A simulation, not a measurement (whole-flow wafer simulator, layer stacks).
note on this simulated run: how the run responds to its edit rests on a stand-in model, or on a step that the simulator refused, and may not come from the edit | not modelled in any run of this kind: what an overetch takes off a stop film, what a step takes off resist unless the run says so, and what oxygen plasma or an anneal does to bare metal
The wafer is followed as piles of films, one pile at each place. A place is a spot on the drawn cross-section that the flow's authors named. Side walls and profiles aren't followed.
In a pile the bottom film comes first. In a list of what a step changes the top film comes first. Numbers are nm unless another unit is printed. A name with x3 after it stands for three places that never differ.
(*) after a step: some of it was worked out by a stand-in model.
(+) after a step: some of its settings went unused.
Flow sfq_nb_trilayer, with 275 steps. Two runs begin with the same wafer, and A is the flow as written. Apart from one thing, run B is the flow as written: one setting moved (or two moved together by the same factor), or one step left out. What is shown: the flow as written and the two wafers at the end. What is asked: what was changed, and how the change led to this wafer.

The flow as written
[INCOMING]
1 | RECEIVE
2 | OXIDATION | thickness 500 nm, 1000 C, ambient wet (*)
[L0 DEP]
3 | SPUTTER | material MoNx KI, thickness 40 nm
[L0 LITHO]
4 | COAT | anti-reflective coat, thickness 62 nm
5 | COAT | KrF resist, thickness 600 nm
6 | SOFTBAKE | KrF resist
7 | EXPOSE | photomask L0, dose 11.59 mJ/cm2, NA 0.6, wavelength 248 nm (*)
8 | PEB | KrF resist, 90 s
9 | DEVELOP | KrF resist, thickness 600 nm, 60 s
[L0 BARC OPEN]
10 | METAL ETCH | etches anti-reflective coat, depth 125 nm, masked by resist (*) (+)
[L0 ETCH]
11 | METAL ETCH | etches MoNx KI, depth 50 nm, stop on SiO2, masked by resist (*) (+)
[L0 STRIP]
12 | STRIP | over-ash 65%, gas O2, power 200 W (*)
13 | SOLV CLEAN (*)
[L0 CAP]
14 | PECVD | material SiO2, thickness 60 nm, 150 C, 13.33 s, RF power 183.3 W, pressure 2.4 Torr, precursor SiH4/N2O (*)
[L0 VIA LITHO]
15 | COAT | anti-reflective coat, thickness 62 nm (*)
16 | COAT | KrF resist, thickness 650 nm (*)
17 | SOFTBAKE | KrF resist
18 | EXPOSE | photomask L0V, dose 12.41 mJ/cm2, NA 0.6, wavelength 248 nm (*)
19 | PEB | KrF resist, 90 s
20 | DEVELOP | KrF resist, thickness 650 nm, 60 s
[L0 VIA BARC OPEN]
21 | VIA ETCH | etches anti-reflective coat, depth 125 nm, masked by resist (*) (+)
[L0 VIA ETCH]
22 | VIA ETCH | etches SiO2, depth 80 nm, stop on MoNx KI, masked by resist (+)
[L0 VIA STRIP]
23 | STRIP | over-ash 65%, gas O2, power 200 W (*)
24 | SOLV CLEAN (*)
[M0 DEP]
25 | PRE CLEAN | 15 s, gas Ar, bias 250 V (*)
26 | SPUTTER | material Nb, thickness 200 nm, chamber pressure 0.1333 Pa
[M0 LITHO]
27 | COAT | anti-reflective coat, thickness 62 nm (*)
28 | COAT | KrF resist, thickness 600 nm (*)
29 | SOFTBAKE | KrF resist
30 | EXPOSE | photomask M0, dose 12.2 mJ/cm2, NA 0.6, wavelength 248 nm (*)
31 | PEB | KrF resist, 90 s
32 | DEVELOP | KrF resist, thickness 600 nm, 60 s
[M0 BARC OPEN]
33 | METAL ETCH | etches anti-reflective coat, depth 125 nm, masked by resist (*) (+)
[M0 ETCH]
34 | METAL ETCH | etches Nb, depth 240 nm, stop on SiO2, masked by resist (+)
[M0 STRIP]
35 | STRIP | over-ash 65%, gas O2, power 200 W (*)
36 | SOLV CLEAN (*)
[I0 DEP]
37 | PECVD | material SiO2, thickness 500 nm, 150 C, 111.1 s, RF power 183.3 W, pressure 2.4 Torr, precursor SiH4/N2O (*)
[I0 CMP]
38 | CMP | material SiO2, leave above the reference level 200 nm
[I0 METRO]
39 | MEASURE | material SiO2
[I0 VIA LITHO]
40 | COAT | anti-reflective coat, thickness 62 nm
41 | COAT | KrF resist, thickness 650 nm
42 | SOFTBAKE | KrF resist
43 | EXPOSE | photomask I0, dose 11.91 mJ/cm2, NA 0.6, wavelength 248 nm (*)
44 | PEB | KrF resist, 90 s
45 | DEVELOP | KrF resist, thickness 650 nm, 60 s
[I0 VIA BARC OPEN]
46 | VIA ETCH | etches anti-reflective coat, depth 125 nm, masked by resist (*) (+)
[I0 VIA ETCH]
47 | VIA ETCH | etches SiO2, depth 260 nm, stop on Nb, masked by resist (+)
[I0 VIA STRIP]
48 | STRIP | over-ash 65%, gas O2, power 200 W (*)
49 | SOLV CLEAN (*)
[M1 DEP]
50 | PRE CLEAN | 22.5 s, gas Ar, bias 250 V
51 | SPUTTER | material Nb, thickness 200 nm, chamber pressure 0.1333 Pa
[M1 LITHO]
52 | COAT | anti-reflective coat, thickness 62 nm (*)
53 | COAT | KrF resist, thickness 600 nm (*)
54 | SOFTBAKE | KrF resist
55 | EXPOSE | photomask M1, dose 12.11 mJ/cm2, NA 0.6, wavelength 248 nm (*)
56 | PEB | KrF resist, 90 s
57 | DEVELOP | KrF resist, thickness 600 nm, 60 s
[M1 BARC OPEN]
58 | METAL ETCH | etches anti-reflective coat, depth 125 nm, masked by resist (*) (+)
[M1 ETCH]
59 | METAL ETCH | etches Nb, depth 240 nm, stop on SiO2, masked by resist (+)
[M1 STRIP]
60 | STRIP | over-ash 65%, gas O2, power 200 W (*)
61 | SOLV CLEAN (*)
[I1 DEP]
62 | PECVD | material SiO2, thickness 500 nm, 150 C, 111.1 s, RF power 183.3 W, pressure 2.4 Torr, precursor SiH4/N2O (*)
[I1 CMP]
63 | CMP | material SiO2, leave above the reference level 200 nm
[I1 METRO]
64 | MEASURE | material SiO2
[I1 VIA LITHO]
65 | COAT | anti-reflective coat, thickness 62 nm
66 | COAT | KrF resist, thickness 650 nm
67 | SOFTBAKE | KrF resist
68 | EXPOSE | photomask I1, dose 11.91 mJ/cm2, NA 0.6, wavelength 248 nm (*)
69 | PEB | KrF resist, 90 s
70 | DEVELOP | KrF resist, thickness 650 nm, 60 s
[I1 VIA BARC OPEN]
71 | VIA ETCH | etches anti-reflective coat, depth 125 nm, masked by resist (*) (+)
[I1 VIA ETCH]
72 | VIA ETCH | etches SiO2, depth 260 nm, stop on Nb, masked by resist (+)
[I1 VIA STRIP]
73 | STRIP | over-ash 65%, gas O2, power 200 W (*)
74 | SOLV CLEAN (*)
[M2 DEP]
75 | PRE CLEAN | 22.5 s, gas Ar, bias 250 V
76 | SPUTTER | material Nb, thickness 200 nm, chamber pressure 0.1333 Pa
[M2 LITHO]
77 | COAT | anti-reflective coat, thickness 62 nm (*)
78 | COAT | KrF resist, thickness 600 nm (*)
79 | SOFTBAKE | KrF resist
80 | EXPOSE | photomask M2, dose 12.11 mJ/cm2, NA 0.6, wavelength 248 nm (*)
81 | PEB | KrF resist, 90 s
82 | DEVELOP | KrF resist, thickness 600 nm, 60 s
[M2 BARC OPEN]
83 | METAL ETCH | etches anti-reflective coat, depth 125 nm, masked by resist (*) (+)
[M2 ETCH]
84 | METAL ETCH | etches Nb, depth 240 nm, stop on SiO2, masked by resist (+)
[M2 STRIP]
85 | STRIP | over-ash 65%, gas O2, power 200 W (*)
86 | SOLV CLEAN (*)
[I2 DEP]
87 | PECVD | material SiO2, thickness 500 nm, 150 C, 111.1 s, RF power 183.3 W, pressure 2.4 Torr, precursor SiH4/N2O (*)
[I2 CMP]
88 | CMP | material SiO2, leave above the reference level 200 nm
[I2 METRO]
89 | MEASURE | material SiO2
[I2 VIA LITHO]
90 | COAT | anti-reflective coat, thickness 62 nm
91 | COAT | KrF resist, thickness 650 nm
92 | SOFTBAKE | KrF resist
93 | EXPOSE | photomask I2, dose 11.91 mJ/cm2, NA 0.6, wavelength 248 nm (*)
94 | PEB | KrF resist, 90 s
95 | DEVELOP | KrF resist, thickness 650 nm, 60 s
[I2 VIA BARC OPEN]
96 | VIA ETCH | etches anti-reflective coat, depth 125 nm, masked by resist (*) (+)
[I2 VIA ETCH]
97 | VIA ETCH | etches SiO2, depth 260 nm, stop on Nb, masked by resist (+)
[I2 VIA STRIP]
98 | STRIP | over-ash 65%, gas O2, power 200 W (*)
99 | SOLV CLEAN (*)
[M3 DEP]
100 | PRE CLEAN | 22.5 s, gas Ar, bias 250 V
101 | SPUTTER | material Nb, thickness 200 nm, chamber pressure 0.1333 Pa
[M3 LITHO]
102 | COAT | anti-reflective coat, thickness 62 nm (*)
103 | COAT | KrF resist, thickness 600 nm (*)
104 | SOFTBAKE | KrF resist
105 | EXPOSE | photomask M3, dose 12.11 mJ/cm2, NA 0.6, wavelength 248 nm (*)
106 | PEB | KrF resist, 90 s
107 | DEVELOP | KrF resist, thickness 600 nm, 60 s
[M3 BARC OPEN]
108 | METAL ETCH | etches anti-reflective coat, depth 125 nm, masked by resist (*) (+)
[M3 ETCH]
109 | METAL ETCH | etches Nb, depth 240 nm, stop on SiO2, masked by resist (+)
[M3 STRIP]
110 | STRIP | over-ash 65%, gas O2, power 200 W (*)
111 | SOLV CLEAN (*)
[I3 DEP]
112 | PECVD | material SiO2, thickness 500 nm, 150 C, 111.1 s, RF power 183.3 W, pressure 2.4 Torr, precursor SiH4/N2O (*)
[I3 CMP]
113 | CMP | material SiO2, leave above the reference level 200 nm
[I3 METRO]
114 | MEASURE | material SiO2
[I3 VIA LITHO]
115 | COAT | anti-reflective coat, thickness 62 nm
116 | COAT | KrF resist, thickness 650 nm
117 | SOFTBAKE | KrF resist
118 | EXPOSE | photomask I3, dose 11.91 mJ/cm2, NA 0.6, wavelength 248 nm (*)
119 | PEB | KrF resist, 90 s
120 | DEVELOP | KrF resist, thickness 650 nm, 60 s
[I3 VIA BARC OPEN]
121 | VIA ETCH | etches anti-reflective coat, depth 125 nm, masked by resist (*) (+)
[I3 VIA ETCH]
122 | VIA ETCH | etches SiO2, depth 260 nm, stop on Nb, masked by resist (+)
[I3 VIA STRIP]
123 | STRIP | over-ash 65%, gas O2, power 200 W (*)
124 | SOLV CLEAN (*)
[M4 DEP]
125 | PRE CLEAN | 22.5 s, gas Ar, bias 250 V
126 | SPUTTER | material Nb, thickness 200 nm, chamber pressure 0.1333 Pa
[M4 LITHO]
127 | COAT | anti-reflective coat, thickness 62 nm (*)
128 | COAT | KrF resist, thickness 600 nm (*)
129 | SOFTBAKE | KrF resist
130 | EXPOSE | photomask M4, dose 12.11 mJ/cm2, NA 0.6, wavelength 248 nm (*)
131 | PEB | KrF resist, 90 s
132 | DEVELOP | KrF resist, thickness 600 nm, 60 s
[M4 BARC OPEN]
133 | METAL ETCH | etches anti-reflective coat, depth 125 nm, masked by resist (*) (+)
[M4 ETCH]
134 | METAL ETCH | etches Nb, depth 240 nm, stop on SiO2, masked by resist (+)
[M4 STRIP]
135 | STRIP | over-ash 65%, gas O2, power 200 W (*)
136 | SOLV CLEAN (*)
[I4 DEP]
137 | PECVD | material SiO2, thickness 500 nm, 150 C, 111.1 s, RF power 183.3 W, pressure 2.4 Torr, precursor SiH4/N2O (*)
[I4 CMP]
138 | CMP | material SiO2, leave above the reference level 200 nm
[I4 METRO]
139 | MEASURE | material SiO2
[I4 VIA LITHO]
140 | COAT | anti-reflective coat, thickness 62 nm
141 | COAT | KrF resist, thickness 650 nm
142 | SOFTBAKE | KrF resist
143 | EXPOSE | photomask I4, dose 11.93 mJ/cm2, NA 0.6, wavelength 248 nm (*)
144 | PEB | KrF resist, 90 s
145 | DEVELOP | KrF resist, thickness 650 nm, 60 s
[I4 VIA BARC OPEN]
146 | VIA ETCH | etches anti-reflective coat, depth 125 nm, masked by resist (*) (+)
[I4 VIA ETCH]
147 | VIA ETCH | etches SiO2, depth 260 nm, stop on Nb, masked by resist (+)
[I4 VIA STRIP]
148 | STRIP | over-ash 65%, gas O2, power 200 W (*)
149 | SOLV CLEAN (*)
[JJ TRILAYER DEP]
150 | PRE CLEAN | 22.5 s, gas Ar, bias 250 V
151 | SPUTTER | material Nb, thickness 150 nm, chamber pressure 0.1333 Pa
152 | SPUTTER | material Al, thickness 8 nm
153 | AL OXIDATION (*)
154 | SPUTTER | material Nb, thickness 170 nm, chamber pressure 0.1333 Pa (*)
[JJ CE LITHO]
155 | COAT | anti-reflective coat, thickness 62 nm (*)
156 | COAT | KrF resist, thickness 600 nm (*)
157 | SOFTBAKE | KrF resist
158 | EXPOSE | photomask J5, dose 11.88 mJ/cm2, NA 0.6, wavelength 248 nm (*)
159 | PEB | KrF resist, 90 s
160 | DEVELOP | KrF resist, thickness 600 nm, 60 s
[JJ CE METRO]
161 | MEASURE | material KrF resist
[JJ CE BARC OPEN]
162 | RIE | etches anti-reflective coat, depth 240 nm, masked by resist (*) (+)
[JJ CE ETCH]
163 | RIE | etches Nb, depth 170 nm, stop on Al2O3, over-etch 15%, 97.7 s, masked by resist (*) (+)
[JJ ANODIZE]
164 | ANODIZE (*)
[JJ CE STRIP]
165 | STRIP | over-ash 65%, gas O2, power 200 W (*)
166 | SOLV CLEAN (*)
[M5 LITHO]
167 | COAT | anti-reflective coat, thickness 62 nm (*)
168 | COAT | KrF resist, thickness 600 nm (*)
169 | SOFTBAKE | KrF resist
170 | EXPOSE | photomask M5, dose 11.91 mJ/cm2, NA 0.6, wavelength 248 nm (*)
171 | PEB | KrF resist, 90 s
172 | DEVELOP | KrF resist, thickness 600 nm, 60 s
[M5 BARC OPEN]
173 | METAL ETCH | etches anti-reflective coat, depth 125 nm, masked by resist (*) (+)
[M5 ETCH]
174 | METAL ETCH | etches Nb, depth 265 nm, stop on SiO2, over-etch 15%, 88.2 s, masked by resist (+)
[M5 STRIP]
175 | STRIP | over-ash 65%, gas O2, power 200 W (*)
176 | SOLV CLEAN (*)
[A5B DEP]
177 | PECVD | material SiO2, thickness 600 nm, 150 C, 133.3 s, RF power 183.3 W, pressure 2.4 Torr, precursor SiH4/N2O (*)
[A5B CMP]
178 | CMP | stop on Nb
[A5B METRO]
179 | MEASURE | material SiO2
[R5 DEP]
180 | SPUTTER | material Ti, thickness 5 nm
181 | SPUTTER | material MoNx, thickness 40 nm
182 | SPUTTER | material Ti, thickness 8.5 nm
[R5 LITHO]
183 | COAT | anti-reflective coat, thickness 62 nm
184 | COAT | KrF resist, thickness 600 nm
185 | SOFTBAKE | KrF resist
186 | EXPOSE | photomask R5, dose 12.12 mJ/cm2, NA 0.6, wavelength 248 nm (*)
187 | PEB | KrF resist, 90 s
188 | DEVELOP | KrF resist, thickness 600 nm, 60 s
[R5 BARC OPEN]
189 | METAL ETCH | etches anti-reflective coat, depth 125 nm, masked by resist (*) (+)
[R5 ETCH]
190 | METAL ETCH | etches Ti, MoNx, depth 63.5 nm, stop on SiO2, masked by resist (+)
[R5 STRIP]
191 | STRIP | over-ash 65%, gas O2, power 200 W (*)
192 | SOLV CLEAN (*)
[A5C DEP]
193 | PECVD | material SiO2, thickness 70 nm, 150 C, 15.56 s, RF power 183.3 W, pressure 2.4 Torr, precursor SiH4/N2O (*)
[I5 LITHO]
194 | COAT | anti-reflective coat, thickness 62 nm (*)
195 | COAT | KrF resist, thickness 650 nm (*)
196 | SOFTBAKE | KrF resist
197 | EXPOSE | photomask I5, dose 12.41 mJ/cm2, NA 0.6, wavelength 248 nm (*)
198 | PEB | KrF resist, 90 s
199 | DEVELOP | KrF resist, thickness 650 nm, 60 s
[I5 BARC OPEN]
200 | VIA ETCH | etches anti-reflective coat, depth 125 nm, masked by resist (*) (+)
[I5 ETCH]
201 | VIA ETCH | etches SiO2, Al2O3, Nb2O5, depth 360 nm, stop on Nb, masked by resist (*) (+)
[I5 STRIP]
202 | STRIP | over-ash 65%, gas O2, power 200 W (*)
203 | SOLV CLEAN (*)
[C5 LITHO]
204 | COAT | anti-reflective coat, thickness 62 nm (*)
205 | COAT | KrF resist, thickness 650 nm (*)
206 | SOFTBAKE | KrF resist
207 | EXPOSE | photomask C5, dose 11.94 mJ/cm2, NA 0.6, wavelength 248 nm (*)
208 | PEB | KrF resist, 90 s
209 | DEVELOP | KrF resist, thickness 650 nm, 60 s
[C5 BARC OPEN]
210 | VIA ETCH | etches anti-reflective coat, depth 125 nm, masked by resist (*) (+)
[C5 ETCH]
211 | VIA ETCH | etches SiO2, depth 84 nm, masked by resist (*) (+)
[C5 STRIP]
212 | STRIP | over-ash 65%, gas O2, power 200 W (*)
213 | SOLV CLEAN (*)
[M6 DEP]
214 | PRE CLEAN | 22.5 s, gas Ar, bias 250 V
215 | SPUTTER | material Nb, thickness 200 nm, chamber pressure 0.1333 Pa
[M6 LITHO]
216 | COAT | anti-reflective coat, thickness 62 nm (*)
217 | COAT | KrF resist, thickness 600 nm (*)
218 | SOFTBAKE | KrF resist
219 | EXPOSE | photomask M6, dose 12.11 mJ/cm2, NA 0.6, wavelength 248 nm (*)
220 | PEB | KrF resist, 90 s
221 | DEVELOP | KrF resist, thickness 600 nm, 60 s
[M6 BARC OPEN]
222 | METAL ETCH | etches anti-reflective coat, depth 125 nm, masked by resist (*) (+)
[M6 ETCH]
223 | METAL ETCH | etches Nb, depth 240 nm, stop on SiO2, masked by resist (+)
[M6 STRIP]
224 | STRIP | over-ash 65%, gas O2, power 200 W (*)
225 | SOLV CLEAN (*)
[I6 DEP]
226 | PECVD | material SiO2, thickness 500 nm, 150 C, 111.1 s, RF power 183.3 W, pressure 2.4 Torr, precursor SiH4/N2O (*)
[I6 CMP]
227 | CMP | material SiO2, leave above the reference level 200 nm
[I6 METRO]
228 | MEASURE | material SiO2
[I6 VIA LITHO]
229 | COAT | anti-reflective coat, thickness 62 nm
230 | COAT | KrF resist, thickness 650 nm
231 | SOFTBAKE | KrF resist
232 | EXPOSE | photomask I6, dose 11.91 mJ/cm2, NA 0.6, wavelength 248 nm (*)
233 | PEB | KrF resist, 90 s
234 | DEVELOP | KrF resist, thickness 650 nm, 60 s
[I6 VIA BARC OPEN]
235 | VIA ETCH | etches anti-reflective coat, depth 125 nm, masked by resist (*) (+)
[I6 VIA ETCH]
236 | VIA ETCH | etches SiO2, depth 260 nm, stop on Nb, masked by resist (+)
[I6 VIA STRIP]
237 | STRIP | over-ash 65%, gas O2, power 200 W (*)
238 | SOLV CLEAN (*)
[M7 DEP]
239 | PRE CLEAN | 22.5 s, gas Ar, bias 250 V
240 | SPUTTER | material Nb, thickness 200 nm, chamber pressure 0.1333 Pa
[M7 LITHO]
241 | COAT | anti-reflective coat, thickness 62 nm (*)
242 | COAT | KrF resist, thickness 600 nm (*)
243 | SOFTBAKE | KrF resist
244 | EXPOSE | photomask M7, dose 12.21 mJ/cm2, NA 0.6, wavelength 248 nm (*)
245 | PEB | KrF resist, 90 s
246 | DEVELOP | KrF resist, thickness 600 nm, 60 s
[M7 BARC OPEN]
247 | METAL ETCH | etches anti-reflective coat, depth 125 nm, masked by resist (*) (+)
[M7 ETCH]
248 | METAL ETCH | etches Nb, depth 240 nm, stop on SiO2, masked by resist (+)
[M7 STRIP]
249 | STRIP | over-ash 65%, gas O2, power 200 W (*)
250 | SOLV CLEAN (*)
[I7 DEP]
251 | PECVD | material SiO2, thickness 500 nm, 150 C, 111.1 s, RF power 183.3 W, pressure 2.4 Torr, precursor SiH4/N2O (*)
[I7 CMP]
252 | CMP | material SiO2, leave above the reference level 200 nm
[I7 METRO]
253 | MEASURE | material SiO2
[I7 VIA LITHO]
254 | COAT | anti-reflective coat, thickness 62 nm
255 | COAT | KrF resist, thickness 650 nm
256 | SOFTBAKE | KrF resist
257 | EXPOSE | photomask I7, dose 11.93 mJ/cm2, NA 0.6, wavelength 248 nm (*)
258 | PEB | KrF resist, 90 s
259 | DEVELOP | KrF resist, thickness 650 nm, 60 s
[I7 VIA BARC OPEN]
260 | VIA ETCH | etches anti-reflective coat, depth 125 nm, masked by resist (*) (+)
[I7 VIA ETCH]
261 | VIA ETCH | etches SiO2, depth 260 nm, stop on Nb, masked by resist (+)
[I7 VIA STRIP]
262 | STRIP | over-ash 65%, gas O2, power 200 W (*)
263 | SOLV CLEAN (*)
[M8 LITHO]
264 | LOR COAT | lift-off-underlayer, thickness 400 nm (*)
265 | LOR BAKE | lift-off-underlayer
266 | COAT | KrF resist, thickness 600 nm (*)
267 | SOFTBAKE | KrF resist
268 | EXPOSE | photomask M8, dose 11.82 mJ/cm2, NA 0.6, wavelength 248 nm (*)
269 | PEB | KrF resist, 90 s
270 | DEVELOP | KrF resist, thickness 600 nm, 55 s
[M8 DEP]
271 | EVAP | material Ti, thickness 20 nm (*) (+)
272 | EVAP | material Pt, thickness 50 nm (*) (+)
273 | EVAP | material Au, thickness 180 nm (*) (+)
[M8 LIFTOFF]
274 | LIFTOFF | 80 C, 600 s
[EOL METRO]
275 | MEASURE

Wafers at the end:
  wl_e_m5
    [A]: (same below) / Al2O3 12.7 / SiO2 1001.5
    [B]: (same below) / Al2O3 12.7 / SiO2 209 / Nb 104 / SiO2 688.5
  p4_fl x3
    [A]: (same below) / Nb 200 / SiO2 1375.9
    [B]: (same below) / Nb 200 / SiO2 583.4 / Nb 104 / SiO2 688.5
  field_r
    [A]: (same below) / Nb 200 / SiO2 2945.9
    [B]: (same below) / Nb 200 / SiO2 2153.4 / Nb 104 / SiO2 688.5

The reason: step 223, METAL ETCH: depth 96 nm was run, whereas the flow has depth 240 nm.

How this came from the change, step by step:
  223 | METAL ETCH | etches Nb, depth 240 nm, stop on SiO2, masked by resist (+)
      field_l, gap, moat and 76 more: A Nb loses 200 (all of it) | B Nb loses 96
      v_sur, via_wl, via_w and 24 more: A KrF resist loses 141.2 | B KrF resist loses 56.5
  224 | STRIP | over-ash 65%, gas O2, power 200 W (*)
      wl_j_sl, wl_j_sr: A KrF resist loses 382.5 (all of it), anti-reflective coat loses 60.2 (all of it) | B KrF resist loses 467.2 (all of it), anti-reflective coat loses 60.2 (all of it)
      wl_c_m6, wl_f_m6: A KrF resist loses 382.3 (all of it), anti-reflective coat loses 62 (all of it) | B KrF resist loses 467 (all of it), anti-reflective coat loses 62 (all of it)
      (as well as at 23 more places)
  226 | PECVD | material SiO2, thickness 500 nm, 150 C, 111.1 s, RF power 183.3 W, pressure 2.4 Torr, precursor SiH4/N2O (*)
      field_l, p4_fl x3, p4_w1 x9 and 52 more: A SiO2 gains 500 | B SiO2 gains 500 (new film)
      moat, field_r, lsp_l, ln_m5, lsp_m: A SiO2 gains 493.6 | B SiO2 gains 500 (new film)
      (as well as at 9 more places)
  227 | CMP | material SiO2, leave above the reference level 200 nm
      field_l, p4_fl x3, p4_w1 x9 and 49 more: A SiO2 loses 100 | B SiO2 loses 204
      moat, field_r, lsp_l, ln_m5, lsp_m: A SiO2 loses 93.6 | B SiO2 loses 204
      (as well as at 12 more places)
If metal films that touch count as one body, wl_e_m5 has 7 bodies (between them, from the top down: SiO2 209 / Al2O3 12.7 / Nb2O5 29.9; SiO2 192.5; SiO2 192.5; SiO2 192.5; SiO2 192.5; SiO2 192.5); the flow as written gives 6 bodies (between them, from the top down: SiO2 192.5; SiO2 192.5; SiO2 192.5; SiO2 192.5; SiO2 192.5).
If metal films that touch count as one body, p4_fl x3 has 3 bodies (between them, from the top down: SiO2 583.4; SiO2 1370); the flow as written gives 2 bodies (between them, from the top down: SiO2 1370).
If metal films that touch count as one body, field_r has 2 bodies (between them, from the top down: SiO2 2153.4); the flow as written gives 1 body.
